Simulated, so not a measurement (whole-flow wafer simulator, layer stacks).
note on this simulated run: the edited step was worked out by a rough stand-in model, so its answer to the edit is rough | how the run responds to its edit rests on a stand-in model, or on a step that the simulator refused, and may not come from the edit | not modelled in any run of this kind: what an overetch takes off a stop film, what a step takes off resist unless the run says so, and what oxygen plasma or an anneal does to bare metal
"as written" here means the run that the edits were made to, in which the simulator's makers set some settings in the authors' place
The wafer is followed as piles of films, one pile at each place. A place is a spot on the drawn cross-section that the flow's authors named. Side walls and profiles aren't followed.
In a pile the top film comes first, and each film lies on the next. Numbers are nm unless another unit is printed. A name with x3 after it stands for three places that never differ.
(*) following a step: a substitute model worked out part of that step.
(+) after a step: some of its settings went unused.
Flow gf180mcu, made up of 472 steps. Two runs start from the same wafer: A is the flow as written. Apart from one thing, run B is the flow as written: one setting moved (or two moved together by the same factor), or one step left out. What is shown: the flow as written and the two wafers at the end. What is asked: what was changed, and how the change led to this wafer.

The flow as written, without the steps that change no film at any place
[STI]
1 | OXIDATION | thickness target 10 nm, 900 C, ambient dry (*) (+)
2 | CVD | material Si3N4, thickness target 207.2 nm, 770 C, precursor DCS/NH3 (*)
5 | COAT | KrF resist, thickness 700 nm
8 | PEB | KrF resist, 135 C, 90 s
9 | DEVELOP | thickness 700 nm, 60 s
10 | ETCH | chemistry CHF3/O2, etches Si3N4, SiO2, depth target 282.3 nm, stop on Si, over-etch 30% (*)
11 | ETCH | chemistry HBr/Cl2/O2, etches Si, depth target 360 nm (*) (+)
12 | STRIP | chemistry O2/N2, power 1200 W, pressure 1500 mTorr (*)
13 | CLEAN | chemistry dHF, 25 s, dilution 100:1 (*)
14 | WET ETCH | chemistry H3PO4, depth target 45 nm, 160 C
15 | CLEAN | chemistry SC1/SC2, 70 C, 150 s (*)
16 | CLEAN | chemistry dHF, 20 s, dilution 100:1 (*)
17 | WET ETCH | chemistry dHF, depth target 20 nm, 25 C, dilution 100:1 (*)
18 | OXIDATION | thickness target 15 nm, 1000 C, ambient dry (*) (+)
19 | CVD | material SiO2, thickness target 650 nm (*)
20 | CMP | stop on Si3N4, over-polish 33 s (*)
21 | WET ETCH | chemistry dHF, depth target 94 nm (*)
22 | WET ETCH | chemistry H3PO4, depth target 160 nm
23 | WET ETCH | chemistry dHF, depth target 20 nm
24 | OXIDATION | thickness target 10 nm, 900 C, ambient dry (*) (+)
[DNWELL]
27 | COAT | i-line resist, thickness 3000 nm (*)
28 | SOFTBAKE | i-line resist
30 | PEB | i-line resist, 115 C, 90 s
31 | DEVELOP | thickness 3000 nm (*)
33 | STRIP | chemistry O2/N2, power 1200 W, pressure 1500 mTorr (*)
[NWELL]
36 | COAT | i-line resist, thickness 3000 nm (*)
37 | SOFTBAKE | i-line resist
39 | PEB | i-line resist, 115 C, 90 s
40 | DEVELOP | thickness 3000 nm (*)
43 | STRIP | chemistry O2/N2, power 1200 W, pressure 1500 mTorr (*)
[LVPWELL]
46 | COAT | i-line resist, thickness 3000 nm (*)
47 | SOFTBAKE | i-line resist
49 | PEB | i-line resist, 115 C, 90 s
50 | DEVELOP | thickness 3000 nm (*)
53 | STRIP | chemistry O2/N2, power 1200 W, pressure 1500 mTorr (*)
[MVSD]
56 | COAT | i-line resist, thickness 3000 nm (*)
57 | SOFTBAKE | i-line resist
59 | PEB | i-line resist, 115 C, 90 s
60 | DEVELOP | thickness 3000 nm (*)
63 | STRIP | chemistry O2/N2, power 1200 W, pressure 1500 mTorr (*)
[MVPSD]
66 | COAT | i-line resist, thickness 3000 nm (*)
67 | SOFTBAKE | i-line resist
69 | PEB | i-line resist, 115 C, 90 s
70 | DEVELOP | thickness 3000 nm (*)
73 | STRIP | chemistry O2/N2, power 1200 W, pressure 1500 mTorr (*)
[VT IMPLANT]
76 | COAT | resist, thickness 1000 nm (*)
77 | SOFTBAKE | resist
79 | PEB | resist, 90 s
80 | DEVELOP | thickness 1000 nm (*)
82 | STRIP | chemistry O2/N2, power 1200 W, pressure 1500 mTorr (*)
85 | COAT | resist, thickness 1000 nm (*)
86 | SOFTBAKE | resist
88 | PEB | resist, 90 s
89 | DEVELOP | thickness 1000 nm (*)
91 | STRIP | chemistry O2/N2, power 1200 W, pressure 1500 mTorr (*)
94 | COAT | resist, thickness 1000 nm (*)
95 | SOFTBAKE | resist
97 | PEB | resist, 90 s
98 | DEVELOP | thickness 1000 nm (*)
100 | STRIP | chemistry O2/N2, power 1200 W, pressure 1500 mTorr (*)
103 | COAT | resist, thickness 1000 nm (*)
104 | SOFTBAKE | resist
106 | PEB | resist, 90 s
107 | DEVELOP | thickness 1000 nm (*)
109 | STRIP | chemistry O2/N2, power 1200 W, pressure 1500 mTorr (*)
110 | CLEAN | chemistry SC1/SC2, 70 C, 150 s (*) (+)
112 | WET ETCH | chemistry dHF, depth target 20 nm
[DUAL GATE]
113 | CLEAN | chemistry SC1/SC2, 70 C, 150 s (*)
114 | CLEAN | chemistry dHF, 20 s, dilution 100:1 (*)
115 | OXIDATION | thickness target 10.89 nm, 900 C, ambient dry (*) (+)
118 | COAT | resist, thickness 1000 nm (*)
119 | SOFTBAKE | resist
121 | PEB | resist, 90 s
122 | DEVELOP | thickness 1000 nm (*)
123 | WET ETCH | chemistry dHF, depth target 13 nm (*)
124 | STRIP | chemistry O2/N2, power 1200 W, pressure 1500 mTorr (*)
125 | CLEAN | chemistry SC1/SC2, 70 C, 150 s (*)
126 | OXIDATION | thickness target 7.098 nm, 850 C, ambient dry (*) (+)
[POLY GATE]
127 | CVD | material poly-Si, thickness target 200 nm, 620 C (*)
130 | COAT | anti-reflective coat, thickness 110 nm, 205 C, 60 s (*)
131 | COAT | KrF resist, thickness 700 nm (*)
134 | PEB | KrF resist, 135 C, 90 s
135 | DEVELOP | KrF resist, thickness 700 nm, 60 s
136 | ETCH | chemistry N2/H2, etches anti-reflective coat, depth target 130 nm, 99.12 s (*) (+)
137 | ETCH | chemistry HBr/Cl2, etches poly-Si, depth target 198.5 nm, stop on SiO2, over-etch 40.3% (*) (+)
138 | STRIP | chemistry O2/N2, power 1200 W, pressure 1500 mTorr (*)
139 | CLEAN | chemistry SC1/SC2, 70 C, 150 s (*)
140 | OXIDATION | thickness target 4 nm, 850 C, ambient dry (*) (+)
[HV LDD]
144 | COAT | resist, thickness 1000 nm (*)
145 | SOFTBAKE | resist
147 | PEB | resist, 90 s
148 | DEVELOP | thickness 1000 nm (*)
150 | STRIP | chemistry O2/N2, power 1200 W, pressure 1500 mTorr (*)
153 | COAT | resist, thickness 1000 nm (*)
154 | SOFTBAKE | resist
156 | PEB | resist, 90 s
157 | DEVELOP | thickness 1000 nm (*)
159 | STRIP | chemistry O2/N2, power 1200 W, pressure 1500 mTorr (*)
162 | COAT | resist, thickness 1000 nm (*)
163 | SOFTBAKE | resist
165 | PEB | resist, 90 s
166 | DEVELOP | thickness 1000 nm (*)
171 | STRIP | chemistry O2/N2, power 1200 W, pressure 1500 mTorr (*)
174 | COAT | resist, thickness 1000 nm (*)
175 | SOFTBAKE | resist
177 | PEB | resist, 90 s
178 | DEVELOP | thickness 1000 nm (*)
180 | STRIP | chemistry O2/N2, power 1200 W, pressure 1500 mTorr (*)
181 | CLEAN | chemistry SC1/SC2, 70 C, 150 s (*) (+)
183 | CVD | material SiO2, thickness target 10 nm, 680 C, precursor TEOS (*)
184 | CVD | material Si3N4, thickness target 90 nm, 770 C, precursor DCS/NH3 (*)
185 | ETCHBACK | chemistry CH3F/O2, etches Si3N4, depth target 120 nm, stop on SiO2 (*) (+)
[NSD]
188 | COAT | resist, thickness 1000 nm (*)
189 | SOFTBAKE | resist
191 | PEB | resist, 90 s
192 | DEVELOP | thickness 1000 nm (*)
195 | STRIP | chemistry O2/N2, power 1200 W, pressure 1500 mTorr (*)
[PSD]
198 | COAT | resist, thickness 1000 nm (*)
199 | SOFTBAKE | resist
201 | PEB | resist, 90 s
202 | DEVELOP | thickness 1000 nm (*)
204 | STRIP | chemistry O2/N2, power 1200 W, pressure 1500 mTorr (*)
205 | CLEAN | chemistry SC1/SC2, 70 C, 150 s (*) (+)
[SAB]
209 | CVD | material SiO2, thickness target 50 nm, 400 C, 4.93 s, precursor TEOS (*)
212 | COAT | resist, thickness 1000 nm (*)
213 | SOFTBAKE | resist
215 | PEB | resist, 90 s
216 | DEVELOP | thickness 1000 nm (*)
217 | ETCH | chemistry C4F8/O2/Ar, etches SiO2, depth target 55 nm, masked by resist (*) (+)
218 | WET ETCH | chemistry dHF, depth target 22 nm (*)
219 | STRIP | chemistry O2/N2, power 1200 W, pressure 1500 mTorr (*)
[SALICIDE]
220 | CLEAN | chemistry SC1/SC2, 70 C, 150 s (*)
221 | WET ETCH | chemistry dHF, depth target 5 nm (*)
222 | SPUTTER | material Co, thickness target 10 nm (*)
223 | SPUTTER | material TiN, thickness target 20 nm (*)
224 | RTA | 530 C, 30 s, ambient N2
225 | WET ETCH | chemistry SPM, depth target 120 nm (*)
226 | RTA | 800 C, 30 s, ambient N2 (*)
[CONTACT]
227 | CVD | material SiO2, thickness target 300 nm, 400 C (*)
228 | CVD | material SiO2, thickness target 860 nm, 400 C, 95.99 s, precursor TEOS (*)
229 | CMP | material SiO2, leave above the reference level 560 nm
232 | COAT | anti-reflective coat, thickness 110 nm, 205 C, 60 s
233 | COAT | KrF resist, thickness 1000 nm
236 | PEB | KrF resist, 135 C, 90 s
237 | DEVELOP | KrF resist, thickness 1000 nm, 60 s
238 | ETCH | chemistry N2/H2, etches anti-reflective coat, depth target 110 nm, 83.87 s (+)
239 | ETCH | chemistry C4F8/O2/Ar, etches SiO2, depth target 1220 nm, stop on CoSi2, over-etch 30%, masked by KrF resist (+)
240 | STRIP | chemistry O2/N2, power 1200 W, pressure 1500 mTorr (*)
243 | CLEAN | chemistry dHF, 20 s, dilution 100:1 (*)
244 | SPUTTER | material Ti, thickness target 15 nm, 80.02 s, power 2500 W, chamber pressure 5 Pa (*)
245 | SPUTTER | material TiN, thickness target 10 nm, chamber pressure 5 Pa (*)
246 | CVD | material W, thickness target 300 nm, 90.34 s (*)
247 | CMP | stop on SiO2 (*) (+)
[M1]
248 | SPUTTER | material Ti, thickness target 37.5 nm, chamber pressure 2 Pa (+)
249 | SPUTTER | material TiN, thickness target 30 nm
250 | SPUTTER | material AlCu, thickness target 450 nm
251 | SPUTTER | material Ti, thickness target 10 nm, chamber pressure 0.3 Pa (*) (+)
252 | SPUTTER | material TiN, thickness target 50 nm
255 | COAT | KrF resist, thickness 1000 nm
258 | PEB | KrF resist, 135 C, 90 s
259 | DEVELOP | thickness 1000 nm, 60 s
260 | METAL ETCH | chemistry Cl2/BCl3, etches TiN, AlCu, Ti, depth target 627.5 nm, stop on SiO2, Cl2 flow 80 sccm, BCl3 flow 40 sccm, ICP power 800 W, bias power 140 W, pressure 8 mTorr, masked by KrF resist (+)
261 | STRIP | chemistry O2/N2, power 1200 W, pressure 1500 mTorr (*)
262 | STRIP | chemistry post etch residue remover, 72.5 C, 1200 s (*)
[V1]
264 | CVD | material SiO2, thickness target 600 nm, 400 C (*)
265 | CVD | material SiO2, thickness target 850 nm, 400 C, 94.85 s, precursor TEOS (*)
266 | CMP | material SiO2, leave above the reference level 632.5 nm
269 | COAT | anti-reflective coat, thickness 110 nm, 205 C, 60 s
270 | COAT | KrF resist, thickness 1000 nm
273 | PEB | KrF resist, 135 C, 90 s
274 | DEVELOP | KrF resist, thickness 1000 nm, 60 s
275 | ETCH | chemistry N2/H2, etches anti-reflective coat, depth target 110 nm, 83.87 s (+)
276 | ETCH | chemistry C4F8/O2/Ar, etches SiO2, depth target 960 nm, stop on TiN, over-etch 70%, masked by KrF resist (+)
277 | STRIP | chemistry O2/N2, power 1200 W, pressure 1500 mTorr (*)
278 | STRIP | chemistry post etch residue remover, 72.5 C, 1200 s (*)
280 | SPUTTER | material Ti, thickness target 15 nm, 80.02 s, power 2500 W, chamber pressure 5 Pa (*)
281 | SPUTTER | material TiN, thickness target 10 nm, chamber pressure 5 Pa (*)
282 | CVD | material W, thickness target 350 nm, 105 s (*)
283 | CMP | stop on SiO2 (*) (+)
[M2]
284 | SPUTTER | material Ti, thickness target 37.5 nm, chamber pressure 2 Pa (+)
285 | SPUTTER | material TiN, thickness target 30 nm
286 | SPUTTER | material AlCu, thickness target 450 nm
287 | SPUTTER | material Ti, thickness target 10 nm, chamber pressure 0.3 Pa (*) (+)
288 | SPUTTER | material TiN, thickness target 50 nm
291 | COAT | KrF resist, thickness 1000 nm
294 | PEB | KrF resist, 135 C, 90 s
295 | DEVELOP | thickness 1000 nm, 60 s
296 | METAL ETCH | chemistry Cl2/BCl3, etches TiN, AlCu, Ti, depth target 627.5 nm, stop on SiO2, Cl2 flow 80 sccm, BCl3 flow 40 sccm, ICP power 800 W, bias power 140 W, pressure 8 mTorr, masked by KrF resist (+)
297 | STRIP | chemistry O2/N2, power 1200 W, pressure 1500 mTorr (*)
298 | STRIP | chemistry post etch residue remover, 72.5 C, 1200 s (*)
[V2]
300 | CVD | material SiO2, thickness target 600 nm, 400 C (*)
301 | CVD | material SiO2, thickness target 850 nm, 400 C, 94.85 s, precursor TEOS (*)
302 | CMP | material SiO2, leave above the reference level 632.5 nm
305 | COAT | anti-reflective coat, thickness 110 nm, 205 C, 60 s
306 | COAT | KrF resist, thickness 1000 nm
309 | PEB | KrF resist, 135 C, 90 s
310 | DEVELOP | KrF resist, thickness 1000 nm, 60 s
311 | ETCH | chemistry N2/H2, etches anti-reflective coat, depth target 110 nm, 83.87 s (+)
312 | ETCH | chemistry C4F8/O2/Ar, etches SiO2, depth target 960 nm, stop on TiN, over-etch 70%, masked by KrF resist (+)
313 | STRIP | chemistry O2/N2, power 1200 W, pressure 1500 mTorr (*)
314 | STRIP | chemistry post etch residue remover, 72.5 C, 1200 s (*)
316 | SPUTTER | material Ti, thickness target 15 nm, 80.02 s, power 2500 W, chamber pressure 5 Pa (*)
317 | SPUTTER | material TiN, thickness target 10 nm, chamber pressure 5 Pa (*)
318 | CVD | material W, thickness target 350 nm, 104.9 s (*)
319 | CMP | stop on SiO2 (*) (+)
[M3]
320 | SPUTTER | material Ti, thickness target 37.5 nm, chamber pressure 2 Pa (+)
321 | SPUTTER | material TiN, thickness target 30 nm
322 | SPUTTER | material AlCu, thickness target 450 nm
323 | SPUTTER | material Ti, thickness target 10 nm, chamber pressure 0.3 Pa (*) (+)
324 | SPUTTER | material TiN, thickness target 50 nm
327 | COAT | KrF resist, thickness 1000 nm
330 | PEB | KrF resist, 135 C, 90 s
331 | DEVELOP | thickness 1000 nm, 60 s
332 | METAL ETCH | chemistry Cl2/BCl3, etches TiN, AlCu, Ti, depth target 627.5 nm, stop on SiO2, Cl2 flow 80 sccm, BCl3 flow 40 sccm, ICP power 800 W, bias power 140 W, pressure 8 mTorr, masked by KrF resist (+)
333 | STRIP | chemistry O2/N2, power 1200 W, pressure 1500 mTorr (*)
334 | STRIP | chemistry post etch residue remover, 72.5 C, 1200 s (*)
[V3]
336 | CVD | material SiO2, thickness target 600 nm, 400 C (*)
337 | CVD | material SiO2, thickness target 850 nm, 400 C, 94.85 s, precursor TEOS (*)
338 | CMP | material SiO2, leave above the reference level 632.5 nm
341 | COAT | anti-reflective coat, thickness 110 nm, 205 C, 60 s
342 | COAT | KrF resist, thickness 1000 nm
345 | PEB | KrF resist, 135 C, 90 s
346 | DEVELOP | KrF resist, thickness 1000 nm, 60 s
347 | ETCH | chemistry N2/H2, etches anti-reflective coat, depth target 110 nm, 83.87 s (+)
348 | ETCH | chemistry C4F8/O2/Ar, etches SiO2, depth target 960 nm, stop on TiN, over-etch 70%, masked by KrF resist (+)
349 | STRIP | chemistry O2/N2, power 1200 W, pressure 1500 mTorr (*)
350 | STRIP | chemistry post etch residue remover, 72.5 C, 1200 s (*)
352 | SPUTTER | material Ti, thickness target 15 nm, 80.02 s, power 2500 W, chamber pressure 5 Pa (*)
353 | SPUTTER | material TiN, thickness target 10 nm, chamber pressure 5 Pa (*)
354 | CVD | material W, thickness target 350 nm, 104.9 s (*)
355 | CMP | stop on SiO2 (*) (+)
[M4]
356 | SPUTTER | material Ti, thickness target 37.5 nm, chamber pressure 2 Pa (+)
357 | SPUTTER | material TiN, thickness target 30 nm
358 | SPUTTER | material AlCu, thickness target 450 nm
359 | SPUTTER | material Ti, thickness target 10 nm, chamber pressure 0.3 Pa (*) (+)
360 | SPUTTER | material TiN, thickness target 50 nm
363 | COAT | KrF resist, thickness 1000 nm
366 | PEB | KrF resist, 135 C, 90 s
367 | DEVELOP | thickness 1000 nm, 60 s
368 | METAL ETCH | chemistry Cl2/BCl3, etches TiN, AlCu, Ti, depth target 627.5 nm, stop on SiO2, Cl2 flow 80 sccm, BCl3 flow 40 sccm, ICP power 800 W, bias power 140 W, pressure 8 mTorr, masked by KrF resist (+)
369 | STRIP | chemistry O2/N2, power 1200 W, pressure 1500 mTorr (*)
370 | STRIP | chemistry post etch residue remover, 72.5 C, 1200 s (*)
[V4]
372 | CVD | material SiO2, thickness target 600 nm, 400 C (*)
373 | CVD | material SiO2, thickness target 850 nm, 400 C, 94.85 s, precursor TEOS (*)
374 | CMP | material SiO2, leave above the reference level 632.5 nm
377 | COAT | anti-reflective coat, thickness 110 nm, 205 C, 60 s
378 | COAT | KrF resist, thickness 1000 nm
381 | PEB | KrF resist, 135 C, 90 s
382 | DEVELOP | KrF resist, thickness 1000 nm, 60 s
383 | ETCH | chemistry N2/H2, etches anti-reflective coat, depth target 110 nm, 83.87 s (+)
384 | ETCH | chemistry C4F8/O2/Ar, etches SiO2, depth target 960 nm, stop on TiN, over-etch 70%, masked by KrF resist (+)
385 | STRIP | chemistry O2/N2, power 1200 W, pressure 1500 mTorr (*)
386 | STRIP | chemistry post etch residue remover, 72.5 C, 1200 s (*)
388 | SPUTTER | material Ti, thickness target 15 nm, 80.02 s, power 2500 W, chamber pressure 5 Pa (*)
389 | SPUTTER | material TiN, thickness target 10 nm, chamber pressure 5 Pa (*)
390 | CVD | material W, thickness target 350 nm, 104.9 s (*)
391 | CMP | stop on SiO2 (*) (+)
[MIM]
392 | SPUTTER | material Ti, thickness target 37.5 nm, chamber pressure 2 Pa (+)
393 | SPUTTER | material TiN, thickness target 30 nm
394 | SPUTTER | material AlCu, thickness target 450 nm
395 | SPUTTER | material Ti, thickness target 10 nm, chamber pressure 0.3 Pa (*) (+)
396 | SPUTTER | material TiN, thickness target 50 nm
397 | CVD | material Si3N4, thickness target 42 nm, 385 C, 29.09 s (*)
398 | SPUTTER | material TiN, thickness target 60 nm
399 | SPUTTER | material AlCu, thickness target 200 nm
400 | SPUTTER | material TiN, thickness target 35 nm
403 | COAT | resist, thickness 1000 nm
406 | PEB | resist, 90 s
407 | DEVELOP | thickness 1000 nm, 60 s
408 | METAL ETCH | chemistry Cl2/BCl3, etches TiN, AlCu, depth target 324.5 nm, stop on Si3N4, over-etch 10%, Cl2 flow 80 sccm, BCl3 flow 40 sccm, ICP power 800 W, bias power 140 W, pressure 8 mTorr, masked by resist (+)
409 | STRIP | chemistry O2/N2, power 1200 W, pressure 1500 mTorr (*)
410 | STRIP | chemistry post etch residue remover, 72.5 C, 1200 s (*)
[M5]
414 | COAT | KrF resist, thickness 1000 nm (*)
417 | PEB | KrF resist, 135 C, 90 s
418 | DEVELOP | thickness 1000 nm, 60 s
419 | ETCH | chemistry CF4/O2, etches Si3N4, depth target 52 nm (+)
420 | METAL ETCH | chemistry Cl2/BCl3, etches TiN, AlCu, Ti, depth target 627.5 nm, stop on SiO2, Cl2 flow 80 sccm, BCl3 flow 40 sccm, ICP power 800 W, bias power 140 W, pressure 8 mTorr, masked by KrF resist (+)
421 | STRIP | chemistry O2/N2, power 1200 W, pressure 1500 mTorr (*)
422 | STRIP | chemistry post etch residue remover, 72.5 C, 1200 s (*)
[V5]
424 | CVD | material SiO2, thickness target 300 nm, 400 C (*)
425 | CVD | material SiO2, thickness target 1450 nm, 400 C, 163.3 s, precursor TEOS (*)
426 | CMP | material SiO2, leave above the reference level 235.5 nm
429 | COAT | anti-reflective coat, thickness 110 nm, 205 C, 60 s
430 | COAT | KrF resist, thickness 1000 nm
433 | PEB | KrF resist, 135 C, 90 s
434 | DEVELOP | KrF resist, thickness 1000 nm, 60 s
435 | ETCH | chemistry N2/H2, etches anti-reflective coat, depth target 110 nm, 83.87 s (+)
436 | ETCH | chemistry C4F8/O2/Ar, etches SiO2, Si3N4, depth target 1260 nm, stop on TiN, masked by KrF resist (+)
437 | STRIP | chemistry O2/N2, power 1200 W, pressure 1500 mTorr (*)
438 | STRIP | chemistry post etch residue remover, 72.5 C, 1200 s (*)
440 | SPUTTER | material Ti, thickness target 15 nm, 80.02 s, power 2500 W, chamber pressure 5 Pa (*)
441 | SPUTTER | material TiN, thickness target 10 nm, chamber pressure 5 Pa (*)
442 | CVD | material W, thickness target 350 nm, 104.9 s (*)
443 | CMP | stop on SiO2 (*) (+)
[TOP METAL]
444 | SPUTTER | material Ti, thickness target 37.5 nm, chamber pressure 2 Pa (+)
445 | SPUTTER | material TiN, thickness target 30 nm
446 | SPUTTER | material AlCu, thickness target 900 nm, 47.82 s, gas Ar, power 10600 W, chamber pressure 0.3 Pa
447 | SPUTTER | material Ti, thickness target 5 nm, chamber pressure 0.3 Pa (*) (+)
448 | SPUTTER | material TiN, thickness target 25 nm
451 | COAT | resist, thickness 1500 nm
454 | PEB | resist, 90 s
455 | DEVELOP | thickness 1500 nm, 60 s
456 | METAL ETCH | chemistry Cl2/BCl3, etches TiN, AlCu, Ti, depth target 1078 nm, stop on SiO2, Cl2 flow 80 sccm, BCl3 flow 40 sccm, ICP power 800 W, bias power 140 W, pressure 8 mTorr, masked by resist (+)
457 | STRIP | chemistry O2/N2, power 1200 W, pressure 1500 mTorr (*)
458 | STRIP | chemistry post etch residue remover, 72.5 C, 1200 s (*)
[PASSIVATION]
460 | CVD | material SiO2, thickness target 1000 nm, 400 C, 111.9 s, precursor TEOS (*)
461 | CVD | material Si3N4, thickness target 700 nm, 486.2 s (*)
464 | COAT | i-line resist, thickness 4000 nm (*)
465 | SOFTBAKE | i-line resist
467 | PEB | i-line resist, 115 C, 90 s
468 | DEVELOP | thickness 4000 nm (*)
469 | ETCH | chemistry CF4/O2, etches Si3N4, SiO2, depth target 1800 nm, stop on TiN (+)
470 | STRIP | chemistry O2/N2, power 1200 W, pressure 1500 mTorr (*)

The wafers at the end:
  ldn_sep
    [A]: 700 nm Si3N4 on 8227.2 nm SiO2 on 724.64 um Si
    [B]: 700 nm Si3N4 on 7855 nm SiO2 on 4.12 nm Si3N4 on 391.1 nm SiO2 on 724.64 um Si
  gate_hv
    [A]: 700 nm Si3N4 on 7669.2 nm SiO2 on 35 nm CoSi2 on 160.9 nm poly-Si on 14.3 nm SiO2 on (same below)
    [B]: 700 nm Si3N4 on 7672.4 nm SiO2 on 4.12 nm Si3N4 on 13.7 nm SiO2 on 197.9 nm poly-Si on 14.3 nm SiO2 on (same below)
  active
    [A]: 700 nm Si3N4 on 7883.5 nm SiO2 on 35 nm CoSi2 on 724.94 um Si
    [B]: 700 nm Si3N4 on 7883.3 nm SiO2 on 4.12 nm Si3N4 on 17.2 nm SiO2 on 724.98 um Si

The reason: step 185, ETCHBACK: depth target 81.72 nm was run, though the flow has depth target 120 nm.

How this came from the change, step by step:
  185 | ETCHBACK | chemistry CH3F/O2, etches Si3N4, depth target 120 nm, stop on SiO2 (*) (+)
      field, field__w1, field__w2 and 100 more: A Si3N4 loses 90 (all of it), SiO2 loses 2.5 | B Si3N4 loses 81.7
  189 | SOFTBAKE | resist
      field__w9: A resist gains 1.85 | B resist loses 1.08
      nw_enc_fld_lv: A resist gains 0.58 | B resist gains 1.62
  199 | SOFTBAKE | resist
      field__w9: A resist gains 1.85 | B resist loses 1.08
      nw_enc_fld_lv: A resist gains 0.58 | B resist gains 1.62
  205 | CLEAN | chemistry SC1/SC2, 70 C, 150 s (*) (+)
      field, field__w1, field__w2 and 105 more: A SiO2 loses 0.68 | B Si3N4 loses 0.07
  209 | CVD | material SiO2, thickness target 50 nm, 400 C, 4.93 s, precursor TEOS (*)
      field, field__w7, field__w8 and 73 more: A SiO2 gains 50 | B SiO2 gains 50 (new film)
      field_sub__w1, field_sub__w3, field_sub__w4, field_sub__w5, ld_drift_n: A SiO2 gains 48.9 | B SiO2 gains 48.8 (new film)
      (as well as at 27 more places)
  217 | ETCH | chemistry C4F8/O2/Ar, etches SiO2, depth target 55 nm, masked by resist (*) (+)
      field, field__w7, field__w8 and 70 more: A SiO2 loses 55 | B SiO2 loses 50 (all of it), Si3N4 loses 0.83
      field_sub__w1, field_sub__w3, field_sub__w4, field_sub__w5, ld_drift_n: A SiO2 loses 55 | B SiO2 loses 48.8 (all of it), Si3N4 loses 1.03
      (as well as at 21 more places)
  218 | WET ETCH | chemistry dHF, depth target 22 nm (*)
      gate, gate_hv, gate_p and 23 more: A SiO2 loses 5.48 (all of it) | B Si3N4 loses 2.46
      field, field__w10, sti and 14 more: A SiO2 loses 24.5 | B Si3N4 loses 2.46
      (as well as at 56 more places)
  219 | STRIP | chemistry O2/N2, power 1200 W, pressure 1500 mTorr (*)
      gate, gate_hv, gate_p and 23 more: A chemical SiO2 gains 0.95 (new film), poly-Si loses 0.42 | B nothing
      active, p_well, sd_n and 20 more: A chemical SiO2 gains 0.95 (new film), Si loses 0.42 | B nothing
  220 | CLEAN | chemistry SC1/SC2, 70 C, 150 s (*)
      field, field__w1, field__w2 and 47 more: A SiO2 loses 0.68 | B Si3N4 loses 0.07
  221 | WET ETCH | chemistry dHF, depth target 5 nm (*)
      active, p_well, gate and 46 more: A chemical SiO2 loses 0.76 (all of it) | B Si3N4 loses 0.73
      field, field__w1, field__w2 and 23 more: A SiO2 loses 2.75 | B Si3N4 loses 0.73
      (as well as at 24 more places)
  222 | SPUTTER | material Co, thickness target 10 nm (*)
      ld_drift_p: A Co gains 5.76 (new film) | B Co gains 6.28 (new film)
  224 | RTA | 530 C, 30 s, ambient N2
      gate, gate_hv, gate_p and 22 more: A under 1 film: CoSi gains 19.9 (new film), Co loses 10 (all of it), poly-Si loses 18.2 | B nothing
      active, p_well, sd_n and 11 more: A under 1 film: CoSi gains 19.9 (new film), Co loses 10 (all of it), Si loses 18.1 | B nothing
      (as well as at 10 more places)
  225 | WET ETCH | chemistry SPM, depth target 120 nm (*)
      active, p_well, gate and 36 more: A TiN loses 20 (all of it) | B TiN loses 20 (all of it), Co loses 10 (all of it)
      sd_p: A TiN loses 17.9 (all of it) | B TiN loses 18.3 (all of it), Co loses 9.24 (all of it)
      (as well as at 10 more places)
  226 | RTA | 800 C, 30 s, ambient N2 (*)
      gate, gate_hv, gate_p and 22 more: A CoSi2 gains 35 (new film), CoSi loses 19.9 (all of it), poly-Si loses 18.2 | B nothing
      active, p_well, sd_n and 11 more: A CoSi2 gains 35 (new film), CoSi loses 19.9 (all of it), Si loses 18.1 | B nothing
      (as well as at 10 more places)
  227 | CVD | material SiO2, thickness target 300 nm, 400 C (*)
      field, field__w1, field__w2 and 47 more: A SiO2 gains 300 | B SiO2 gains 300 (new film)
  228 | CVD | material SiO2, thickness target 860 nm, 400 C, 95.99 s, precursor TEOS (*)
      ld_drift_p: A SiO2 gains 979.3 | B SiO2 gains 958.2
  ... 5 other steps ...
  471 | ANNEAL | 400 C, 1800 s, ambient N2/H2
      polyc_n, polyc_p: A nothing | B under 9 films: void gains 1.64 (new film), Ti loses 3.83, TiSi first gains 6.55 (new film), poly-Si loses 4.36
      contact: A nothing | B under 49 films: void gains 1.62 (new film), Ti loses 3.83, TiSi first gains 6.55 (new film), Si loses 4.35
If metal films that touch count as one body, gate_hv has 0 bodies; the flow as written gives 1 body.
If metal films that touch count as one body, active has 0 bodies; the flow as written gives 1 body.
